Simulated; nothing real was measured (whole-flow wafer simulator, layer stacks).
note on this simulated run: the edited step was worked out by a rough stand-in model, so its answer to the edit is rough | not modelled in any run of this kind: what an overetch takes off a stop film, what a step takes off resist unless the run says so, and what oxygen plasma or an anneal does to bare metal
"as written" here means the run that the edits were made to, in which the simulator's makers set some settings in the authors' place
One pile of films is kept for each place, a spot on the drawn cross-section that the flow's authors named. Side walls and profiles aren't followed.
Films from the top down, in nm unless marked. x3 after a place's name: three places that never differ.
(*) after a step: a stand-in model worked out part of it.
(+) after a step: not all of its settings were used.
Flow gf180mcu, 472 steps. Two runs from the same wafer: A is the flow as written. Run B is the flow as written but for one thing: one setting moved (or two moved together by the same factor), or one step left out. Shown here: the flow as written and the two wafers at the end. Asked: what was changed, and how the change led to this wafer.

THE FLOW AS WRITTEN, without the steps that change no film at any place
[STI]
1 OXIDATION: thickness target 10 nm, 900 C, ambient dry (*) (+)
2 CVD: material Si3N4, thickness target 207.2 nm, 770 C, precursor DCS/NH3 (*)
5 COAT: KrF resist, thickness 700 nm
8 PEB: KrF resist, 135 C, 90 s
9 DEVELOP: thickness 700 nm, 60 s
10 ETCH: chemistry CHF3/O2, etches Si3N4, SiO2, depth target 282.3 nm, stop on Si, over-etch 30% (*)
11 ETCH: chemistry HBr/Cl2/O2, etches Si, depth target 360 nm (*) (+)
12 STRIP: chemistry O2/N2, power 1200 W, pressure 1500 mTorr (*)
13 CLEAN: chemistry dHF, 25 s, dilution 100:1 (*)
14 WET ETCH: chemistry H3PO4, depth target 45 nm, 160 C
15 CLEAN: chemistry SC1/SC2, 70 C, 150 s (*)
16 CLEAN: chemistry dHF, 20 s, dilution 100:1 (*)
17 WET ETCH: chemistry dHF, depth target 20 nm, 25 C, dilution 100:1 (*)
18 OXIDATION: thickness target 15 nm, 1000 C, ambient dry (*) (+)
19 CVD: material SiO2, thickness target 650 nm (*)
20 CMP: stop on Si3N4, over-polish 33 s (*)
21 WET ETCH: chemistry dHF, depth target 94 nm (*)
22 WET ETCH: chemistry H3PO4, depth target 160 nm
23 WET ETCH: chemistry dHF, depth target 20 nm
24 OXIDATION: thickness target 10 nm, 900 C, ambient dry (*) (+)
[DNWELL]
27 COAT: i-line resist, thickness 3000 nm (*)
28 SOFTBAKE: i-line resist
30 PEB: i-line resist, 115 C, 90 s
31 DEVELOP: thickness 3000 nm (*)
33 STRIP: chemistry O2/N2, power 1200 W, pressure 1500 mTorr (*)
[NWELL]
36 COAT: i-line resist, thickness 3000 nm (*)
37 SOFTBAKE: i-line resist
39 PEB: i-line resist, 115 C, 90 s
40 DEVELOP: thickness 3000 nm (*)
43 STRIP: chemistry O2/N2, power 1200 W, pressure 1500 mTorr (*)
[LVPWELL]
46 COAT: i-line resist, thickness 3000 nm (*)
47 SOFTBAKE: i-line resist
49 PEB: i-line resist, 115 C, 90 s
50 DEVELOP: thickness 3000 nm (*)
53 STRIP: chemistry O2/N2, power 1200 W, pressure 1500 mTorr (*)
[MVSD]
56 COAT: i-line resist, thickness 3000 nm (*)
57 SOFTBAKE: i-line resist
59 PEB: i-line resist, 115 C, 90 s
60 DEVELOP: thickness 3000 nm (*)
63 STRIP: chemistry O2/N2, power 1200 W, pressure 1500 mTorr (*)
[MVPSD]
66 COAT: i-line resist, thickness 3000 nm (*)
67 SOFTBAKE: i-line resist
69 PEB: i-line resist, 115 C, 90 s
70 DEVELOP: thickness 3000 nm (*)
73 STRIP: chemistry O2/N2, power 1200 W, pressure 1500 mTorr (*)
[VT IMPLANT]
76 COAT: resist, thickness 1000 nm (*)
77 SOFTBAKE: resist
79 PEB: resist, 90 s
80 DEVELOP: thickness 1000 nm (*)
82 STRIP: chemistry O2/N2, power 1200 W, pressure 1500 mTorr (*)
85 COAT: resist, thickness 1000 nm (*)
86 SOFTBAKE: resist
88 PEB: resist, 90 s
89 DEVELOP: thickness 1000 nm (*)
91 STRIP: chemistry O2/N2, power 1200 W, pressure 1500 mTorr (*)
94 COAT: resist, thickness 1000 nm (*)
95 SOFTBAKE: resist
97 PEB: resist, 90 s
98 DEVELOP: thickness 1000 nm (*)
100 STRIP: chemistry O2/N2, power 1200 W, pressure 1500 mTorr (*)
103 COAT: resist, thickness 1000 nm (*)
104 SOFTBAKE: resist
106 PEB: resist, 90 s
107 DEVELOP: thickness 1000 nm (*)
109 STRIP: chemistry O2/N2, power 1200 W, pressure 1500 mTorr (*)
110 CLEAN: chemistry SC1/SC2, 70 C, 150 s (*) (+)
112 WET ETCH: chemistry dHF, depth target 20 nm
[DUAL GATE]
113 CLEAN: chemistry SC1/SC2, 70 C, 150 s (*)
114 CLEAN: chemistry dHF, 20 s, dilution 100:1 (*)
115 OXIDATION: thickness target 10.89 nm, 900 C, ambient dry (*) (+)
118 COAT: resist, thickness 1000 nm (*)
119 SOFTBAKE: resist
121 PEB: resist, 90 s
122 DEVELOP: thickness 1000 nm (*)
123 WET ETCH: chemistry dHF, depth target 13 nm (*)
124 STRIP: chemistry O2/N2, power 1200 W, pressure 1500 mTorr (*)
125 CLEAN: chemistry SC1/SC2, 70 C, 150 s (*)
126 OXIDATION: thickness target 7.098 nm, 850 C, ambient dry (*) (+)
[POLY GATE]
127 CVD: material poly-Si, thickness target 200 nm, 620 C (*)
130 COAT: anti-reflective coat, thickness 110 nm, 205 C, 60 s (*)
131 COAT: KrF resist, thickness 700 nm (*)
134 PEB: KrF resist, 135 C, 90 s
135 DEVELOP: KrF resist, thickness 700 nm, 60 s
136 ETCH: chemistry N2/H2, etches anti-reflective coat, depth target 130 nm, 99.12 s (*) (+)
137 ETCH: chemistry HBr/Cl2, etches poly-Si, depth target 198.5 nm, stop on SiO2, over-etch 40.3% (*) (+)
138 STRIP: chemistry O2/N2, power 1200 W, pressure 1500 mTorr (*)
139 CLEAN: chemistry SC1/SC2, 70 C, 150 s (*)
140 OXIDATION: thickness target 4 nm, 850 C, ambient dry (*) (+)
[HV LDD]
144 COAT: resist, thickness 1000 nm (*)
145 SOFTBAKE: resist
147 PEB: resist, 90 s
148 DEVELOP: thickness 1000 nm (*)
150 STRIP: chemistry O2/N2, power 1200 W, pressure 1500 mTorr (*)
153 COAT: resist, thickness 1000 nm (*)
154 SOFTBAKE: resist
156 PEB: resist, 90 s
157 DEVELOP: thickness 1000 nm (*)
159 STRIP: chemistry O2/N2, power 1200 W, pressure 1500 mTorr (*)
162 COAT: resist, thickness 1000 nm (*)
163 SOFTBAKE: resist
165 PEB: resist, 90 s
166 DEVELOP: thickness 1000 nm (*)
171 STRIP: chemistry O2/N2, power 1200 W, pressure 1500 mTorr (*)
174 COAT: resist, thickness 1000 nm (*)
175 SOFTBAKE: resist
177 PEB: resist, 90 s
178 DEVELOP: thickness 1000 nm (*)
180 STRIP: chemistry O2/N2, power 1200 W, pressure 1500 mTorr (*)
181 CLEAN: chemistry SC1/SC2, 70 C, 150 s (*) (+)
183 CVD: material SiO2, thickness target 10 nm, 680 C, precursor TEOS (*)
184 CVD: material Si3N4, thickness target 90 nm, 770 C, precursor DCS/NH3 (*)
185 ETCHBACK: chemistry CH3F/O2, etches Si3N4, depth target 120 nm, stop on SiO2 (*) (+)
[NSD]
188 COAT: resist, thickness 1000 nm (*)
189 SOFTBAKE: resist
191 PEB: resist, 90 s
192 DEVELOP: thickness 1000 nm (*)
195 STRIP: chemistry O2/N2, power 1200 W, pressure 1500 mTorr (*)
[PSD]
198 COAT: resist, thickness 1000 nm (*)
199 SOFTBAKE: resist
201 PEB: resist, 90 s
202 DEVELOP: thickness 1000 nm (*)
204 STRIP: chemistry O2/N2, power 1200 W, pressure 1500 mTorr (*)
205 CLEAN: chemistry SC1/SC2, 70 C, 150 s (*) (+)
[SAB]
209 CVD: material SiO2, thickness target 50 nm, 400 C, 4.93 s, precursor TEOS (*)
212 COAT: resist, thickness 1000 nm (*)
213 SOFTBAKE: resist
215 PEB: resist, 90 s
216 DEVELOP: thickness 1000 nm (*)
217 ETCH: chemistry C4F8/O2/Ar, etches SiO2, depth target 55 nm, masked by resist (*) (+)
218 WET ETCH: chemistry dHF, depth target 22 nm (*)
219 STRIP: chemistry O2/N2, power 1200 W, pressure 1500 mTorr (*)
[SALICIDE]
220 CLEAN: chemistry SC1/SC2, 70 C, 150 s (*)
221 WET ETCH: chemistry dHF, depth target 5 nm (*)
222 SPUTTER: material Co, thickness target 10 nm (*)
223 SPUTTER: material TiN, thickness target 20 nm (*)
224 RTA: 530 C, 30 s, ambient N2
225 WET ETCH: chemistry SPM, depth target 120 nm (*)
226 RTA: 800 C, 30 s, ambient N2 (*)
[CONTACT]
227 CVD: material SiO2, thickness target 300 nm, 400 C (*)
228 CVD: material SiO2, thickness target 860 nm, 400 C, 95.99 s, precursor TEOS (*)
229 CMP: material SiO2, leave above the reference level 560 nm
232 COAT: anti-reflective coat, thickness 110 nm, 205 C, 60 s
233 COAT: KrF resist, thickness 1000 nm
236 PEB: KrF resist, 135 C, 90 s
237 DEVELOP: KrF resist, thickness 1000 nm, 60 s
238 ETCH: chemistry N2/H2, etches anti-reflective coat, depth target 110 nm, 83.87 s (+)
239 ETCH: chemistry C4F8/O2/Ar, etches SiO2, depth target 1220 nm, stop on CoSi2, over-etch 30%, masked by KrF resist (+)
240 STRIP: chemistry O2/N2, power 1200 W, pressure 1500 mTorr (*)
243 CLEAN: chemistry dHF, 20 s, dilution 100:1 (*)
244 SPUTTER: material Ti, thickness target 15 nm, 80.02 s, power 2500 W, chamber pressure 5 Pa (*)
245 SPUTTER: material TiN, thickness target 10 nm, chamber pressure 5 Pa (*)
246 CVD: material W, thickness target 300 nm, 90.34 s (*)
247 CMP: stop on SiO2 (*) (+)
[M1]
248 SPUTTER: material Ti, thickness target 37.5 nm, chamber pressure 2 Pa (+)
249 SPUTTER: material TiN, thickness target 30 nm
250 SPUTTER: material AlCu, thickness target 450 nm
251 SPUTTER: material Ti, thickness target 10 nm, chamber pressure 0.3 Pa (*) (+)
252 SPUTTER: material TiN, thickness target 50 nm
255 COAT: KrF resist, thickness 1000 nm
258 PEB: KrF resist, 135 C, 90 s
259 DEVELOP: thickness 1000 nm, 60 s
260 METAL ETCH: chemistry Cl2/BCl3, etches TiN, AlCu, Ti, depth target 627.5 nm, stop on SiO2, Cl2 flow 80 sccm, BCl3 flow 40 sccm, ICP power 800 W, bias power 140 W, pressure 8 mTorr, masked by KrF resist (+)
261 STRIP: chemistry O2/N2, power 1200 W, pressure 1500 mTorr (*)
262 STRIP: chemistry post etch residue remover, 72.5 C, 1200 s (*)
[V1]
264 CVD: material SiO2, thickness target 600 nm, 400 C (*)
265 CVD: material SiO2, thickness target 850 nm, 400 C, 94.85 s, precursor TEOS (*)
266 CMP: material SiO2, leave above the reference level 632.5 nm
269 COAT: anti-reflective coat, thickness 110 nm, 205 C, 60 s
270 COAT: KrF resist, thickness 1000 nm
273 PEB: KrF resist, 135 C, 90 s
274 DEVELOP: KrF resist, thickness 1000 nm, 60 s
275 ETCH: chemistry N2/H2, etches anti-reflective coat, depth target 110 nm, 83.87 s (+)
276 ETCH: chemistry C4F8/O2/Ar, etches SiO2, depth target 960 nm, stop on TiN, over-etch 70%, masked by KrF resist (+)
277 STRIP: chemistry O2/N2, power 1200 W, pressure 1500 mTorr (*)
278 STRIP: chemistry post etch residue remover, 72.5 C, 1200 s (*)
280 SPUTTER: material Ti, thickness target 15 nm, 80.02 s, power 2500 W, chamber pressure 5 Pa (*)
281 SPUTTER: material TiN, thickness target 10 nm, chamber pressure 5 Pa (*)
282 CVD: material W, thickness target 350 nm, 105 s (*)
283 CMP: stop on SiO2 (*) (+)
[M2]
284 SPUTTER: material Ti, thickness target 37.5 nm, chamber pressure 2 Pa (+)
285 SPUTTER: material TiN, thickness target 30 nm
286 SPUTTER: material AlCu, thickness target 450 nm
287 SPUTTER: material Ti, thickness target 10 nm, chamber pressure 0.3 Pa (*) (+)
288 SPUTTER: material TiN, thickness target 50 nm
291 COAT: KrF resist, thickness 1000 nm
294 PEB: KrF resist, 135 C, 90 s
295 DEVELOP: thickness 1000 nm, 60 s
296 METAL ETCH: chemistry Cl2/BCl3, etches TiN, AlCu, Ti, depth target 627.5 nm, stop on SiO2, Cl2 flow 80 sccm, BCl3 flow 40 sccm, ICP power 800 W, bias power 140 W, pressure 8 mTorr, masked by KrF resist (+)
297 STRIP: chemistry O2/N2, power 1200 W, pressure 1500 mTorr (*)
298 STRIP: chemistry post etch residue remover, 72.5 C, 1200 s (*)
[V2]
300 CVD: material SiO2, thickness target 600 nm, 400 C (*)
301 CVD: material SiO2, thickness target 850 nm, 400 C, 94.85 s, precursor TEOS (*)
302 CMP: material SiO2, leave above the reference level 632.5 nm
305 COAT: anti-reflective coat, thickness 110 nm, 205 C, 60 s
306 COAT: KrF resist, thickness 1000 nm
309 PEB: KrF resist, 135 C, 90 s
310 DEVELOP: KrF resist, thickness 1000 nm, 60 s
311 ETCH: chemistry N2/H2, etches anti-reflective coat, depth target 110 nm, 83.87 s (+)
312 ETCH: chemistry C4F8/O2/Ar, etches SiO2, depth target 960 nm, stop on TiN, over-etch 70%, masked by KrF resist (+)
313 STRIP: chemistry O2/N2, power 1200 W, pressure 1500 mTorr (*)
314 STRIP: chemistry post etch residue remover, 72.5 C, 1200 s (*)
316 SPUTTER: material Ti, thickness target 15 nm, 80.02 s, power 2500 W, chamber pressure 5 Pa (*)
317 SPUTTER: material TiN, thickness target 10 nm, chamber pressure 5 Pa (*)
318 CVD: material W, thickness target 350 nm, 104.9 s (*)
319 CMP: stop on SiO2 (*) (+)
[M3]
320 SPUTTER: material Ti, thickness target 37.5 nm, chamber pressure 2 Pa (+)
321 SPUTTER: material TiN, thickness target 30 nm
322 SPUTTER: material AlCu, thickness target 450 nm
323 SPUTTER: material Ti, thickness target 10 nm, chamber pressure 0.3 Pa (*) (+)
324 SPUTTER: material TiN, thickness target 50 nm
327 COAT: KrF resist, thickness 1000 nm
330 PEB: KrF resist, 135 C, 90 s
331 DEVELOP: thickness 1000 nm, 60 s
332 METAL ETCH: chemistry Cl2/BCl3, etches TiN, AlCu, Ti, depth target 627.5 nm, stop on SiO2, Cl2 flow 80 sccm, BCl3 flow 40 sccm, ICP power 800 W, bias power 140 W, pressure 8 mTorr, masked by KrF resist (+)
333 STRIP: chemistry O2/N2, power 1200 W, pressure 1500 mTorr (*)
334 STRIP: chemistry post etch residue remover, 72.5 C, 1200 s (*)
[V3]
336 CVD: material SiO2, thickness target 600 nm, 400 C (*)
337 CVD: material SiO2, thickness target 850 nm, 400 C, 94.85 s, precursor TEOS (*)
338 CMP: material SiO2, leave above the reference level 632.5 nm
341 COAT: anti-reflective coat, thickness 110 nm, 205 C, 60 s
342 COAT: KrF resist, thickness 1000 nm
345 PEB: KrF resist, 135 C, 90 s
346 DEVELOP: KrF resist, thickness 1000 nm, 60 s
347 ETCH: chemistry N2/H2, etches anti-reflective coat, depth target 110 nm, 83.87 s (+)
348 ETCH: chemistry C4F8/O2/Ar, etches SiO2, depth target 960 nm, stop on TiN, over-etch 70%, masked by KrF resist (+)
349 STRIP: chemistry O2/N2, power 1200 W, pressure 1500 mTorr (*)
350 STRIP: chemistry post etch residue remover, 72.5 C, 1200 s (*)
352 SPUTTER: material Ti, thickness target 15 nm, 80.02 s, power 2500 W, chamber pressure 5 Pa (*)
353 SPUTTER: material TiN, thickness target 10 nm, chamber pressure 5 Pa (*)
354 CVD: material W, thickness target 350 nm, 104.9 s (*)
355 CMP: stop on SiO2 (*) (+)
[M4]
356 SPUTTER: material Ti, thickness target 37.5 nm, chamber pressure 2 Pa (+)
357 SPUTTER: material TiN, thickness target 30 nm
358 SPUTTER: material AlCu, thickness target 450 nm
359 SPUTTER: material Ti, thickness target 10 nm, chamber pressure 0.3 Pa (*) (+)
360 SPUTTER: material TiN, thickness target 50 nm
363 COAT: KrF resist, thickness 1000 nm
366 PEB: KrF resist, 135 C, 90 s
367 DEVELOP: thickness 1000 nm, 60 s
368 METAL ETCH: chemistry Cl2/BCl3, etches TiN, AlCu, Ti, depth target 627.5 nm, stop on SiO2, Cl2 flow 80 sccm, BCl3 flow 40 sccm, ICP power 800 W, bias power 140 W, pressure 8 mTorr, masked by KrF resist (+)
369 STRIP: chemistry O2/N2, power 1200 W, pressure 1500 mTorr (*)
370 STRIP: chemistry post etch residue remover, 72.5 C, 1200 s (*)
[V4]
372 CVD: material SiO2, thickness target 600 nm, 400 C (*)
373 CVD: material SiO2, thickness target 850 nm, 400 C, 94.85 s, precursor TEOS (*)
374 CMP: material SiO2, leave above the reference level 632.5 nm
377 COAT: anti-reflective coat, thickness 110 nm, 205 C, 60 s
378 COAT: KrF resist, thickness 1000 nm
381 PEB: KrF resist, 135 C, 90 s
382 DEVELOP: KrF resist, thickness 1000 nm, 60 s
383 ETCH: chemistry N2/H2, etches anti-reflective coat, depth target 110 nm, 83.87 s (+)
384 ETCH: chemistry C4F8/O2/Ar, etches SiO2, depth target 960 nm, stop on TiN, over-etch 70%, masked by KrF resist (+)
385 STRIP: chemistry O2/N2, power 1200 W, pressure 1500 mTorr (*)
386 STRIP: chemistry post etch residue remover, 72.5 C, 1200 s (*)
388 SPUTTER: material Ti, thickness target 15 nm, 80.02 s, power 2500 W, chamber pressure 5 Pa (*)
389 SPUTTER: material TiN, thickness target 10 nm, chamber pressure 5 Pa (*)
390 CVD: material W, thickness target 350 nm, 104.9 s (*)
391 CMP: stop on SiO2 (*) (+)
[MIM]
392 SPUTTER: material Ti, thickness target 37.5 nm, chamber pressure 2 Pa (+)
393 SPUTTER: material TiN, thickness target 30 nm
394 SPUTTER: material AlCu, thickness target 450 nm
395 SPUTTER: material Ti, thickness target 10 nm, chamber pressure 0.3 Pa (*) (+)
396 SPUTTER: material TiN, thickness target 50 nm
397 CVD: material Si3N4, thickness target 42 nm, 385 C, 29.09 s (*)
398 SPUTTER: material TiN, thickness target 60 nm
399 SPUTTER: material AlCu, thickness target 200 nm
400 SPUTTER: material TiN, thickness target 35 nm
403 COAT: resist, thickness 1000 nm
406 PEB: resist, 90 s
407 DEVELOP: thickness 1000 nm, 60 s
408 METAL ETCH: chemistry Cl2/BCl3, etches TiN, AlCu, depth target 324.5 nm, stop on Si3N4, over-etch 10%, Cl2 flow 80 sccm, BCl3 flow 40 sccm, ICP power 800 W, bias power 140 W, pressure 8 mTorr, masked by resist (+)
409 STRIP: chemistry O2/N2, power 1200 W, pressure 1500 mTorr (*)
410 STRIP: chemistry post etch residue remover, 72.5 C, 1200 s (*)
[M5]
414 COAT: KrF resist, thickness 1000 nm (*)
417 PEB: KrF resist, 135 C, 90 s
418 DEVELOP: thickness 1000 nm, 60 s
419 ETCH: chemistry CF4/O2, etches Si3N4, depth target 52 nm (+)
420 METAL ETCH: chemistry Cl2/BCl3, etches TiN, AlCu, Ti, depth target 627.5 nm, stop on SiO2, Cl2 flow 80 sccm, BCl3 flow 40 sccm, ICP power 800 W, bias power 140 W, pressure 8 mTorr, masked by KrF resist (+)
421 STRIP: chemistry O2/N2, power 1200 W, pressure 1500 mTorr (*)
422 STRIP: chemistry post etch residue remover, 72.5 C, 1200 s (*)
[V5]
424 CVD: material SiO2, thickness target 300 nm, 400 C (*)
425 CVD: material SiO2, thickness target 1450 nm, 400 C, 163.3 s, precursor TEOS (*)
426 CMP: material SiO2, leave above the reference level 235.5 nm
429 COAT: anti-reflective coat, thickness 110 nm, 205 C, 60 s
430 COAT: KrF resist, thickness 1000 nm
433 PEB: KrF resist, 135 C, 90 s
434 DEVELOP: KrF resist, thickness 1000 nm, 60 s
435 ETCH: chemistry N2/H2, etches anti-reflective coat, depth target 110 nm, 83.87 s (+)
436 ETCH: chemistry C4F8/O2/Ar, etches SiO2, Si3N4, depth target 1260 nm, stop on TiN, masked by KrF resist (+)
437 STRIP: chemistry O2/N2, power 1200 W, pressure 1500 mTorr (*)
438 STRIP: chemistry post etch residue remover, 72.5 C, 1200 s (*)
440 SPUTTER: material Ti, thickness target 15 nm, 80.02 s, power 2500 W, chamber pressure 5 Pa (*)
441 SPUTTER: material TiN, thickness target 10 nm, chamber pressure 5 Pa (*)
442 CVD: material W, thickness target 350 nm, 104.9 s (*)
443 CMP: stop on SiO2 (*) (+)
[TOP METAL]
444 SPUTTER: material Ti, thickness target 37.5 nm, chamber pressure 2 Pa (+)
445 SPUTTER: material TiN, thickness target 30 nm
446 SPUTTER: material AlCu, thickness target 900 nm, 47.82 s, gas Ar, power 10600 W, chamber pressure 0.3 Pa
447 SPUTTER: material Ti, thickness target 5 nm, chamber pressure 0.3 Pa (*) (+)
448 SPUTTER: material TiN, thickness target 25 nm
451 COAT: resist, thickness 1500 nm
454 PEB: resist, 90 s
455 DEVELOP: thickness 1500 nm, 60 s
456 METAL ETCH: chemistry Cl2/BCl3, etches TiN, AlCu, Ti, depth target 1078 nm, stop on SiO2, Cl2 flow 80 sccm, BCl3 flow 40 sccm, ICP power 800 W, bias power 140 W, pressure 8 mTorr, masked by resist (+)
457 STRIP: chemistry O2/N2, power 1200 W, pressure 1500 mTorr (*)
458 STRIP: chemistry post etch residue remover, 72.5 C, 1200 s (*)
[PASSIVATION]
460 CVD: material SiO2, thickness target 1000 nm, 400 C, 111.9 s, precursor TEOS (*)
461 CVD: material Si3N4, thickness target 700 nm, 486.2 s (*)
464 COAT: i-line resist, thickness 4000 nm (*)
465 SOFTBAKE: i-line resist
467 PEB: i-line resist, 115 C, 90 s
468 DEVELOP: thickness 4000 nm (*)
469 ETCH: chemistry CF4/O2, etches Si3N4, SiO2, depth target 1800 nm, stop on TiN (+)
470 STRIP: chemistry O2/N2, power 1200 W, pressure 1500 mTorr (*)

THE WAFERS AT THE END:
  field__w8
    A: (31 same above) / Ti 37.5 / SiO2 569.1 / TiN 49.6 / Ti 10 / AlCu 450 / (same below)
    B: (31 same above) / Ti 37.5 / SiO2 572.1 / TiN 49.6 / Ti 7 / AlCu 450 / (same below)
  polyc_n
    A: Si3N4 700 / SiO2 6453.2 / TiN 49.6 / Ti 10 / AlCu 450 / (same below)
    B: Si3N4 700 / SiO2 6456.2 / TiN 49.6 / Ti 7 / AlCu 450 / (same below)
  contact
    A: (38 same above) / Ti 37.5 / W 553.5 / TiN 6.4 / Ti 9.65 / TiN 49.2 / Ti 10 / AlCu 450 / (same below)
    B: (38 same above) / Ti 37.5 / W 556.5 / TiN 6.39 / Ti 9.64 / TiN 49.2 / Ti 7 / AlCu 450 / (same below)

The cause: step 251, SPUTTER: thickness target 7 nm was run, where the flow has thickness target 10 nm.
It can be read off the wafer: field__w8 has Ti 7, and step 251 as written asks for 10 nm.

How the change led to this, step by step:
  251 SPUTTER: material Ti, thickness target 10 nm, chamber pressure 0.3 Pa (*) (+)
      field, field__w1, field__w2 and 108 more: A Ti +10 (new film) | B Ti +7 (new film)
  260 METAL ETCH: chemistry Cl2/BCl3, etches TiN, AlCu, Ti, depth target 627.5 nm, stop on SiO2, Cl2 flow 80 sccm, BCl3 flow 40 sccm, ICP power 800 W, bias power 140 W, pressure 8 mTorr, masked by KrF resist (+)
      field, field__w1, field__w2 and 99 more: A TiN -50 (all of it), Ti -10 (all of it), AlCu -450 (all of it), TiN -30 (all of it), Ti -37.5 (all of it) | B TiN -50 (all of it), Ti -7 (all of it), AlCu -450 (all of it), TiN -30 (all of it), Ti -37.5 (all of it)
